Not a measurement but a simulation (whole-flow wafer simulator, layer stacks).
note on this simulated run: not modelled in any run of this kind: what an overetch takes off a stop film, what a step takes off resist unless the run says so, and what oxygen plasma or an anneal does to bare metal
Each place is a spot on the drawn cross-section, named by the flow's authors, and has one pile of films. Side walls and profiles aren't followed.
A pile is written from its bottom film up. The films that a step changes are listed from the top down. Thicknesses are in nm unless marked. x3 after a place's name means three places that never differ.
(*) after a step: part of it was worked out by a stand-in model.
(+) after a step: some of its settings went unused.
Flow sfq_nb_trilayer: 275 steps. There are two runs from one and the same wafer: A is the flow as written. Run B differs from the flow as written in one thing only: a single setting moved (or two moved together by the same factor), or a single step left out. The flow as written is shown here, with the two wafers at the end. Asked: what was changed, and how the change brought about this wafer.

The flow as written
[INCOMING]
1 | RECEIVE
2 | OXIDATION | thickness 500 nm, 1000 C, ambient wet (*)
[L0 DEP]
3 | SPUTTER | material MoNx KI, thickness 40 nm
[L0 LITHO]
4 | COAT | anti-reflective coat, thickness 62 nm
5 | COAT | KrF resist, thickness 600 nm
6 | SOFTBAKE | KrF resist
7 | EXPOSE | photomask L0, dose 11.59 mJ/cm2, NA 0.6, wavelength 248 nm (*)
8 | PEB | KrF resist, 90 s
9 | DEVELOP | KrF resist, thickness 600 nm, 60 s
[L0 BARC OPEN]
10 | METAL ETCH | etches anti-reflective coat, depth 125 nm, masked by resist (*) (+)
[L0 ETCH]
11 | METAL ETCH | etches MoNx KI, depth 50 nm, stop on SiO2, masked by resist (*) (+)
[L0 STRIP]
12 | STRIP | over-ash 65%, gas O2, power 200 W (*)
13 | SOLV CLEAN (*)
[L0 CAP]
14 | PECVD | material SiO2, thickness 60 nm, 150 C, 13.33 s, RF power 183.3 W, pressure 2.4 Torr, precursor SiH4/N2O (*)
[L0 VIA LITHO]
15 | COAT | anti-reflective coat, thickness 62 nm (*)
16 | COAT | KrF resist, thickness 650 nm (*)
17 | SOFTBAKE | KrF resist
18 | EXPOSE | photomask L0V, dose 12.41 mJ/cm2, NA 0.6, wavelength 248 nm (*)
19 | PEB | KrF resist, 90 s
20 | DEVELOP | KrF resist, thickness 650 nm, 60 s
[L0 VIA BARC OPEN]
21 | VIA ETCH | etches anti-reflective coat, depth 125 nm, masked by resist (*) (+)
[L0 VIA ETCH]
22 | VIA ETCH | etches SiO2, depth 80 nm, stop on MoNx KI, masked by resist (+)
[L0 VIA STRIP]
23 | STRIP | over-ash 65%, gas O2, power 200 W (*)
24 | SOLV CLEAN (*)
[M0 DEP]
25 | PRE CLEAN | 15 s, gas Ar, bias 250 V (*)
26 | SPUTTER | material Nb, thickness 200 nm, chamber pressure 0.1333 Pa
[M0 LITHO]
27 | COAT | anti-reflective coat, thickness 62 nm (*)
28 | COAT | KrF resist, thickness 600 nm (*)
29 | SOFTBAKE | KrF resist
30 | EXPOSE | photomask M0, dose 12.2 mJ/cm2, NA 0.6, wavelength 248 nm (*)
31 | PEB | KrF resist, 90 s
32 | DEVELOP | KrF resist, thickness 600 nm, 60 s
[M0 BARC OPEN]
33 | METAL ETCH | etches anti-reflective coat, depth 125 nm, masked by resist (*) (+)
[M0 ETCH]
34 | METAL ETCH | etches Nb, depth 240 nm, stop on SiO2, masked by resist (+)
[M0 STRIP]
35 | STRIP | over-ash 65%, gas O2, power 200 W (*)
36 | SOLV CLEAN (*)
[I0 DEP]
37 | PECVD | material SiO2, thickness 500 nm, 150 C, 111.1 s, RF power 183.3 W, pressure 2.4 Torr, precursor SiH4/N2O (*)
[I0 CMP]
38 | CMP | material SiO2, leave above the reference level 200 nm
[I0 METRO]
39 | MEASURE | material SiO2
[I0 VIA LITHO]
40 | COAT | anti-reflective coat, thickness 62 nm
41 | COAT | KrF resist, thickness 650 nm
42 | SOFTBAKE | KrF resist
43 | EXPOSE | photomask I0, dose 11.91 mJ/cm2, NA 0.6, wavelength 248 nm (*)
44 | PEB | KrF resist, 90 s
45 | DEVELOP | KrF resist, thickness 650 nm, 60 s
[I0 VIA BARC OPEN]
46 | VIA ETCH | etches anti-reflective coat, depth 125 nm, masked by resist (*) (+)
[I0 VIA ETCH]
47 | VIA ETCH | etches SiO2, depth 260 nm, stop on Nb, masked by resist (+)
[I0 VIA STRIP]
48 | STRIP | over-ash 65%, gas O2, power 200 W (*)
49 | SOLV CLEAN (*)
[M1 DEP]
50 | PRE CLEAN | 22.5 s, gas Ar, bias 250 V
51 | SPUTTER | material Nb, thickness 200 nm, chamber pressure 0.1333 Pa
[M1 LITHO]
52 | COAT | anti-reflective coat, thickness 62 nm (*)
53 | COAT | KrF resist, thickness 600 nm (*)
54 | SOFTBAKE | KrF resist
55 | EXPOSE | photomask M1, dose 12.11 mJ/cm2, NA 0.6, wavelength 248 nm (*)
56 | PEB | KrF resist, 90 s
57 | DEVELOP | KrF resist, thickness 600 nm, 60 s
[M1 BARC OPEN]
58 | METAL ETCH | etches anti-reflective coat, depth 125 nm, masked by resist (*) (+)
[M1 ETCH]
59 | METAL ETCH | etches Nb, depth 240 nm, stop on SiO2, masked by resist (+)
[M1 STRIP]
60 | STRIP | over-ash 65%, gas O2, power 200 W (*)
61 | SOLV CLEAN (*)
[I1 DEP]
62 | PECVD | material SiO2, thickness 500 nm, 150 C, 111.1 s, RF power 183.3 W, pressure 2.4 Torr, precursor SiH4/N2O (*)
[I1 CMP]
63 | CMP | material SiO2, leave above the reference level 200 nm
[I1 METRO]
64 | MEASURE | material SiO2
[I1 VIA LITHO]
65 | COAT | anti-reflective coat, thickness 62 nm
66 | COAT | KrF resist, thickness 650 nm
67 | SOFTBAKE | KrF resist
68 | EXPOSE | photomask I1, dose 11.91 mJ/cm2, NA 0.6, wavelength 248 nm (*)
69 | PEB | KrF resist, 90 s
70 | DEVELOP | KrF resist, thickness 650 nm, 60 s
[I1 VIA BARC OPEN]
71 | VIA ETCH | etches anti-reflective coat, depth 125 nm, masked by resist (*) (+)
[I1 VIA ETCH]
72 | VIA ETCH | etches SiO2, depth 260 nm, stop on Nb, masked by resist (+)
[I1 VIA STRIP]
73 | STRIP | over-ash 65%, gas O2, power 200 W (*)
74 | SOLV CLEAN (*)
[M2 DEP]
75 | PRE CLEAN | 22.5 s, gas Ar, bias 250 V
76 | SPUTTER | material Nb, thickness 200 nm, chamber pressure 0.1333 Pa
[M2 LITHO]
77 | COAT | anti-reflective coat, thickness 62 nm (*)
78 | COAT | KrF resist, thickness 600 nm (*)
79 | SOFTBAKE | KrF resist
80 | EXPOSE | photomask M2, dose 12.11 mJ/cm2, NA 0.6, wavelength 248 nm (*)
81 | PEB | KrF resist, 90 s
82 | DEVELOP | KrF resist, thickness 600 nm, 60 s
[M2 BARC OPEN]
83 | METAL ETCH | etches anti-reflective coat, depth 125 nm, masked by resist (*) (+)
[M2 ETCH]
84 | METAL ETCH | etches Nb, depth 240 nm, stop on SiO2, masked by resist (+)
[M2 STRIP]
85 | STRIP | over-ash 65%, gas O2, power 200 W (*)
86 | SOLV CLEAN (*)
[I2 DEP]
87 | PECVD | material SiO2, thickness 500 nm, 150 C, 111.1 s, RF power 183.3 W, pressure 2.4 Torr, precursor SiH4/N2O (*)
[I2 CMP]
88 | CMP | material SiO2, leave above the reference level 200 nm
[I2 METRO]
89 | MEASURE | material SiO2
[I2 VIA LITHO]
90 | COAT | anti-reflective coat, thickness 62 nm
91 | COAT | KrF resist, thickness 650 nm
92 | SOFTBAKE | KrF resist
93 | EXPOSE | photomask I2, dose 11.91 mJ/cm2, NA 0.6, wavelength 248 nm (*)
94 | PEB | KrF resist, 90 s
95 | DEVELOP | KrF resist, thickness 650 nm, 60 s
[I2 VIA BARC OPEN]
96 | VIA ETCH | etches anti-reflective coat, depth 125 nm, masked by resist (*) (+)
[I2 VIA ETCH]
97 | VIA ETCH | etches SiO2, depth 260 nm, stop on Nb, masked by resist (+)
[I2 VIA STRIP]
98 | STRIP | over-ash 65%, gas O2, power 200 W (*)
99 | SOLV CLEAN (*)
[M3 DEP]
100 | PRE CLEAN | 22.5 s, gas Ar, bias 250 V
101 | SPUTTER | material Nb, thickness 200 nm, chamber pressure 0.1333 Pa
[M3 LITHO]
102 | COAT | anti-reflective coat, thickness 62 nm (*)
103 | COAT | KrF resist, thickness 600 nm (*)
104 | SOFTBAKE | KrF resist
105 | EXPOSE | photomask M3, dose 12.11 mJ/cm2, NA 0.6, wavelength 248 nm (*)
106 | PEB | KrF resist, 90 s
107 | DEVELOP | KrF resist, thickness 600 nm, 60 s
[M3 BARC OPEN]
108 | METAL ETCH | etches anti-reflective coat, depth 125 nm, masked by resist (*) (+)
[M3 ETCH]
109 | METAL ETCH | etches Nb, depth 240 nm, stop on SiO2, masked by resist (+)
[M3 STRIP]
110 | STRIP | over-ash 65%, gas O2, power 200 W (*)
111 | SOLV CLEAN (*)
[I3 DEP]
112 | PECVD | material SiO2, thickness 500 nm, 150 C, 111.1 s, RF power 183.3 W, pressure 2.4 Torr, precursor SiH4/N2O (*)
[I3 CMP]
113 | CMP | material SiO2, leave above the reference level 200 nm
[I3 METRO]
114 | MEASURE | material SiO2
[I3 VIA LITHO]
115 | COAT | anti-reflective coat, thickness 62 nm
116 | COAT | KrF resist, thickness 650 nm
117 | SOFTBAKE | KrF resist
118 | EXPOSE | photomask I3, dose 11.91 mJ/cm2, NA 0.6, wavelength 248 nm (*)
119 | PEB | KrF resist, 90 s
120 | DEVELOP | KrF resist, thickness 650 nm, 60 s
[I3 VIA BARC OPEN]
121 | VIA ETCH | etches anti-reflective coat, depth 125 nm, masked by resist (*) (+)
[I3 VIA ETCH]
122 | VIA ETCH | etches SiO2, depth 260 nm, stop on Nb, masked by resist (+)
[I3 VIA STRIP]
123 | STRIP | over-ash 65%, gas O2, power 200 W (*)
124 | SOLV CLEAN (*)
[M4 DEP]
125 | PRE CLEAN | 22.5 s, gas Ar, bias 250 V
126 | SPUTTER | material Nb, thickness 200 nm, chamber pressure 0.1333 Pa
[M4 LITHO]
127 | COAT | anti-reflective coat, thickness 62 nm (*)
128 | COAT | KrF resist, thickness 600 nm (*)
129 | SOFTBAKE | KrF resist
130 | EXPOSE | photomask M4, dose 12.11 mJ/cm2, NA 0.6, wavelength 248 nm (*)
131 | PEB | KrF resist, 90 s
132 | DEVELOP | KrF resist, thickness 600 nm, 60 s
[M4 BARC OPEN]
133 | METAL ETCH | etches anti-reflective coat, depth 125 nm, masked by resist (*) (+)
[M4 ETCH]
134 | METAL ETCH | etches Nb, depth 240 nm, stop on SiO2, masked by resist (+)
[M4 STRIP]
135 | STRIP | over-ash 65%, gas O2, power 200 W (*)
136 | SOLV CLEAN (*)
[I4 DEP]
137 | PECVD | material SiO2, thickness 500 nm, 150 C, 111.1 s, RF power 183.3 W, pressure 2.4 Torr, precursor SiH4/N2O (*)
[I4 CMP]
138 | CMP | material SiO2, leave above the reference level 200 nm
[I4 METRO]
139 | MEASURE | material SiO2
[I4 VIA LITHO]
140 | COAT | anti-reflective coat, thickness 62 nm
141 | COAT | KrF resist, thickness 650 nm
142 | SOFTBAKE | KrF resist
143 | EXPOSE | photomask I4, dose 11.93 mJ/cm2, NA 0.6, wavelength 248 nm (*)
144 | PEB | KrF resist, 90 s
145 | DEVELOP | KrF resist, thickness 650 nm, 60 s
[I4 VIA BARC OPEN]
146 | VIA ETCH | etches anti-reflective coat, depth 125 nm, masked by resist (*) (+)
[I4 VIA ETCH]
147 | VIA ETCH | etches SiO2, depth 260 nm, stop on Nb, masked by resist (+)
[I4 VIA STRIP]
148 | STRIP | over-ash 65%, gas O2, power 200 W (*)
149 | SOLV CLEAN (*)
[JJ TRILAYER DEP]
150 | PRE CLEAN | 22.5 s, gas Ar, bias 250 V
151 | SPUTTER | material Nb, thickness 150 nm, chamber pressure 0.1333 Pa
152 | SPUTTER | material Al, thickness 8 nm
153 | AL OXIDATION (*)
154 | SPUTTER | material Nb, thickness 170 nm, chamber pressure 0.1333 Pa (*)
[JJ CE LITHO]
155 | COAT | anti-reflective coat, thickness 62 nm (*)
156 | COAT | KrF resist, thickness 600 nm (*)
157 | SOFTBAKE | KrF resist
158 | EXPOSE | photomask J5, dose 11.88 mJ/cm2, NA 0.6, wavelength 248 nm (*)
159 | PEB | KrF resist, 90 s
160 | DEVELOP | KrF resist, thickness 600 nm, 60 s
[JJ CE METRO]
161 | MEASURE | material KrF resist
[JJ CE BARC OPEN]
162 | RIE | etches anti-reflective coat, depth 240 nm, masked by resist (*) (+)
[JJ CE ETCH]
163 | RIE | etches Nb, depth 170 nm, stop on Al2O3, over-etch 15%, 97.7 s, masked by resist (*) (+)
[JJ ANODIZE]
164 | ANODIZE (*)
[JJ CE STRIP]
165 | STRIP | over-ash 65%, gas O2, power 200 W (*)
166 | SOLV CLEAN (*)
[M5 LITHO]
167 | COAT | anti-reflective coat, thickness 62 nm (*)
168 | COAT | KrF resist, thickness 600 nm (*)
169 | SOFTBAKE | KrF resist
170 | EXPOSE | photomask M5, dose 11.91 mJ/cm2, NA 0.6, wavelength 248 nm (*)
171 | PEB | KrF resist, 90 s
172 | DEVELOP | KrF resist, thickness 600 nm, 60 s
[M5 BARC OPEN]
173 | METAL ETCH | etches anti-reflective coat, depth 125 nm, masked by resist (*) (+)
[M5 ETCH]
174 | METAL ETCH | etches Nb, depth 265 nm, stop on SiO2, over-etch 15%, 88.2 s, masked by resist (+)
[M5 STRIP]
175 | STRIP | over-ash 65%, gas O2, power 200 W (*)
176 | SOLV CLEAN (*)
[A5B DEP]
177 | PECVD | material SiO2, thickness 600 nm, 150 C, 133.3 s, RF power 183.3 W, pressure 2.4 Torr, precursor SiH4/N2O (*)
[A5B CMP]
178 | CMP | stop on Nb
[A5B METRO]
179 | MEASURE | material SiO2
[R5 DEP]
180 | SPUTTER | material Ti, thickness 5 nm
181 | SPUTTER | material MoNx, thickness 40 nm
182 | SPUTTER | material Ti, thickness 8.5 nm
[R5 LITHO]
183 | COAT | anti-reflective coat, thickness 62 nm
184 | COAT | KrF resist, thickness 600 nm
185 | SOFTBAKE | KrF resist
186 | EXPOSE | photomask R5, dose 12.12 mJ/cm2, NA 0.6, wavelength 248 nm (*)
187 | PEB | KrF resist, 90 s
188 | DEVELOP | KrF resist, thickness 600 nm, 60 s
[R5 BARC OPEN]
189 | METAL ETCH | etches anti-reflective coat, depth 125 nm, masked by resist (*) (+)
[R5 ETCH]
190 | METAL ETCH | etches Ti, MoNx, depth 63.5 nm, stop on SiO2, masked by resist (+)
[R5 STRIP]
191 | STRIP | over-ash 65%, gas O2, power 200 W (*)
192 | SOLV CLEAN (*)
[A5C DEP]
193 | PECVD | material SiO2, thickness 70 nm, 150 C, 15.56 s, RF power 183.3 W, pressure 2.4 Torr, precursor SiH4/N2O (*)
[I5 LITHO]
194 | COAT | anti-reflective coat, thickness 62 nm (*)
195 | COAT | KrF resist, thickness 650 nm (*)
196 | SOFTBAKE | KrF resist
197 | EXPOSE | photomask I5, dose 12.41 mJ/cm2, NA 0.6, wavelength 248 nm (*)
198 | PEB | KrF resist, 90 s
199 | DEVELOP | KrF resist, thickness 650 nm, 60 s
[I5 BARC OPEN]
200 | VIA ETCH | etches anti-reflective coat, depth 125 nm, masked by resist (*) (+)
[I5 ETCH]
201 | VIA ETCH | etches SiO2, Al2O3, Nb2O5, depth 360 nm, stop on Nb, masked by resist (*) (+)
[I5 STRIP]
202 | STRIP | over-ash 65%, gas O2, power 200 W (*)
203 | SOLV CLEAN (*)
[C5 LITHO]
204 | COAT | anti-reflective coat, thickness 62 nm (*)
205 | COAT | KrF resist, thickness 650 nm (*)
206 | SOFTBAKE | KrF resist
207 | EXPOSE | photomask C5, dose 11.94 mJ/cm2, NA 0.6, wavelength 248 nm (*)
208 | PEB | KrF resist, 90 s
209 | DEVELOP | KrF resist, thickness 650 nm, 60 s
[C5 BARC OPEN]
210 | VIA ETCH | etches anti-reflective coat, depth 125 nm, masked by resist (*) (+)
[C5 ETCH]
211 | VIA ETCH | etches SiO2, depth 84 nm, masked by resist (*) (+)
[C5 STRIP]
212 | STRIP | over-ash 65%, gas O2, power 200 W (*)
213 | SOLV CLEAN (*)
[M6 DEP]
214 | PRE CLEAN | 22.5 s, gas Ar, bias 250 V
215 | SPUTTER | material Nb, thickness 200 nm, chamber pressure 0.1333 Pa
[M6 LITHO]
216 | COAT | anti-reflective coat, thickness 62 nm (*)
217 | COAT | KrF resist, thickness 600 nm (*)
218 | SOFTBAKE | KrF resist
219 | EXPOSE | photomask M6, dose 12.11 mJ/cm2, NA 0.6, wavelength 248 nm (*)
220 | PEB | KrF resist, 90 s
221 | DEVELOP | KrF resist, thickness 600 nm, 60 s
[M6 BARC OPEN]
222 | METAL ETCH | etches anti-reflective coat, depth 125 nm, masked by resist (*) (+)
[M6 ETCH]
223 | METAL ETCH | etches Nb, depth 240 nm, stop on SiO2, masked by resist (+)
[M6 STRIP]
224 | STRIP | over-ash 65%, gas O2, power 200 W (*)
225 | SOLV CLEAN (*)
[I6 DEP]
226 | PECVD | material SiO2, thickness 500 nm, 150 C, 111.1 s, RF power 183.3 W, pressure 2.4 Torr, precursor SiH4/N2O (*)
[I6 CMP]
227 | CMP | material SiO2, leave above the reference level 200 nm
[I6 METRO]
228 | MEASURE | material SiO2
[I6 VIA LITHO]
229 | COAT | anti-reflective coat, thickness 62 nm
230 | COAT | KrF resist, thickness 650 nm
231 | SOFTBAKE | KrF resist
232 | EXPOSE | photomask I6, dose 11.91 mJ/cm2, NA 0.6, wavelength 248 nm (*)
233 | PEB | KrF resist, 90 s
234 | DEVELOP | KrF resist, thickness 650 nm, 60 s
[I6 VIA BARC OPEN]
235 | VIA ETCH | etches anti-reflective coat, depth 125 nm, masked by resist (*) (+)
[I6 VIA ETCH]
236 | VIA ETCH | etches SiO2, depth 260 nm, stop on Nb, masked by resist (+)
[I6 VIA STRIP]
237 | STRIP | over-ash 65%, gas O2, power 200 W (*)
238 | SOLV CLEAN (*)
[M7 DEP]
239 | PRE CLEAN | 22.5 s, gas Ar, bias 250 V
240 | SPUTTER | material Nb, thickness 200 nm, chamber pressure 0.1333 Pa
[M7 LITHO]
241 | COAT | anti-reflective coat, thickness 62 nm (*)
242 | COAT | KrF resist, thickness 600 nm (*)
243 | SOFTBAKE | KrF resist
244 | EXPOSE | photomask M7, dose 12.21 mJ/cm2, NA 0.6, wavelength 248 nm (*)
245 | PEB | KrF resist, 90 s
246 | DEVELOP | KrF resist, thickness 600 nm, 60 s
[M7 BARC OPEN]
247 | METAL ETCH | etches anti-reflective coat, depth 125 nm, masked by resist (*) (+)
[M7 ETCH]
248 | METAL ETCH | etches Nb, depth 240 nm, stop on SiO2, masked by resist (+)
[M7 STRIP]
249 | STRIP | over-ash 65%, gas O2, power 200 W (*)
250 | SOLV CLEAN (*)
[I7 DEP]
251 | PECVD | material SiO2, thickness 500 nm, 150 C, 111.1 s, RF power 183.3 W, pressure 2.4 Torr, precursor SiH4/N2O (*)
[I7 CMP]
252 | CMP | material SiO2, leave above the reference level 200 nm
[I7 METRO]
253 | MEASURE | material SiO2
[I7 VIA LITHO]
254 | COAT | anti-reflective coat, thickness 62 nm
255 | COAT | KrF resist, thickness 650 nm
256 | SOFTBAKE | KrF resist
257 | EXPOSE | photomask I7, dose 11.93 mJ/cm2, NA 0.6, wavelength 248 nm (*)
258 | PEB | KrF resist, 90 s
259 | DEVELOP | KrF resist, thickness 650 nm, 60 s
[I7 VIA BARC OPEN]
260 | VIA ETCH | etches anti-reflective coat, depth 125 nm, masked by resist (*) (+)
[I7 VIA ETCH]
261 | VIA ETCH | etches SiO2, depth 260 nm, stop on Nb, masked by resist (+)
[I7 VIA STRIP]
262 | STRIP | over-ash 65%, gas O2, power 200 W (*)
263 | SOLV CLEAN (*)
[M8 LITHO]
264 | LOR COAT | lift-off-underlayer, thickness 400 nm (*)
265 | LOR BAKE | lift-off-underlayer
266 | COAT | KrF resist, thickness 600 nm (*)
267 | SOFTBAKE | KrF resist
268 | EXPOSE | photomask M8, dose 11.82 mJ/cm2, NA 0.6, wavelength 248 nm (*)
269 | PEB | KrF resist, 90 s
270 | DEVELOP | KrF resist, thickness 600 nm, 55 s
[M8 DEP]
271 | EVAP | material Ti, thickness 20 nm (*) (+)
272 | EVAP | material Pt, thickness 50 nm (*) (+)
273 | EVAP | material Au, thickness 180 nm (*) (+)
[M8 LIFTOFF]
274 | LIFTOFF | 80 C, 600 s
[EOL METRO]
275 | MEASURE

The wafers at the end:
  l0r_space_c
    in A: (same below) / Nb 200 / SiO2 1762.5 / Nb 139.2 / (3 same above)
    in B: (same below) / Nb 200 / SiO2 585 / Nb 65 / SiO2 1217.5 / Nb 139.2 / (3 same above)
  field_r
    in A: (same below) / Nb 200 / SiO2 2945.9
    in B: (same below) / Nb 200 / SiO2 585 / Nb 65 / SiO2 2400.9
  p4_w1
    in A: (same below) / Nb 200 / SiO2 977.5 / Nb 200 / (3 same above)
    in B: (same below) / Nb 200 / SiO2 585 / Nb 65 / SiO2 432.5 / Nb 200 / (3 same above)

The reason: step 76, SPUTTER: thickness 305 nm was run, while the flow as written has thickness 200 nm.

The path from the change to this, step by step:
  76 | SPUTTER | material Nb, thickness 200 nm, chamber pressure 0.1333 Pa
      field_l, v_sur, via_wl and 102 more: A +200 Nb (new film) | B +305 Nb (new film)
      via_v: A +174.5 Nb | B +267.8 Nb
  84 | METAL ETCH | etches Nb, depth 240 nm, stop on SiO2, masked by resist (+)
      field_l, be, be_sur and 81 more: A -200 Nb (all of it) | B -240 Nb
  87 | PECVD | material SiO2, thickness 500 nm, 150 C, 111.1 s, RF power 183.3 W, pressure 2.4 Torr, precursor SiH4/N2O (*)
      field_l, be, be_sur and 81 more: A +500 SiO2 | B +500 SiO2 (new film)
      via_v: A +606 SiO2 (new film) | B +593.2 SiO2 (new film)
  88 | CMP | material SiO2, leave above the reference level 200 nm
      field_l, be, be_sur and 81 more: A -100 SiO2 | B -60 SiO2
      via_v: A -181.6 SiO2 | B -157.1 SiO2
If metal films that touch count as one body, l0r_space_c has 3 bodies (between them, from the top down: SiO2 1217.5; SiO2 585); the flow as written gives 2 bodies (between them, from the top down: SiO2 1762.5).
If metal films that touch count as one body, field_r has 2 bodies (between them, from the top down: SiO2 585); the flow as written gives 1 body.
If metal films that touch count as one body, p4_w1 has 4 bodies (between them, from the top down: SiO2 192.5; SiO2 432.5; SiO2 585); the flow as written gives 3 bodies (between them, from the top down: SiO2 192.5; SiO2 977.5).
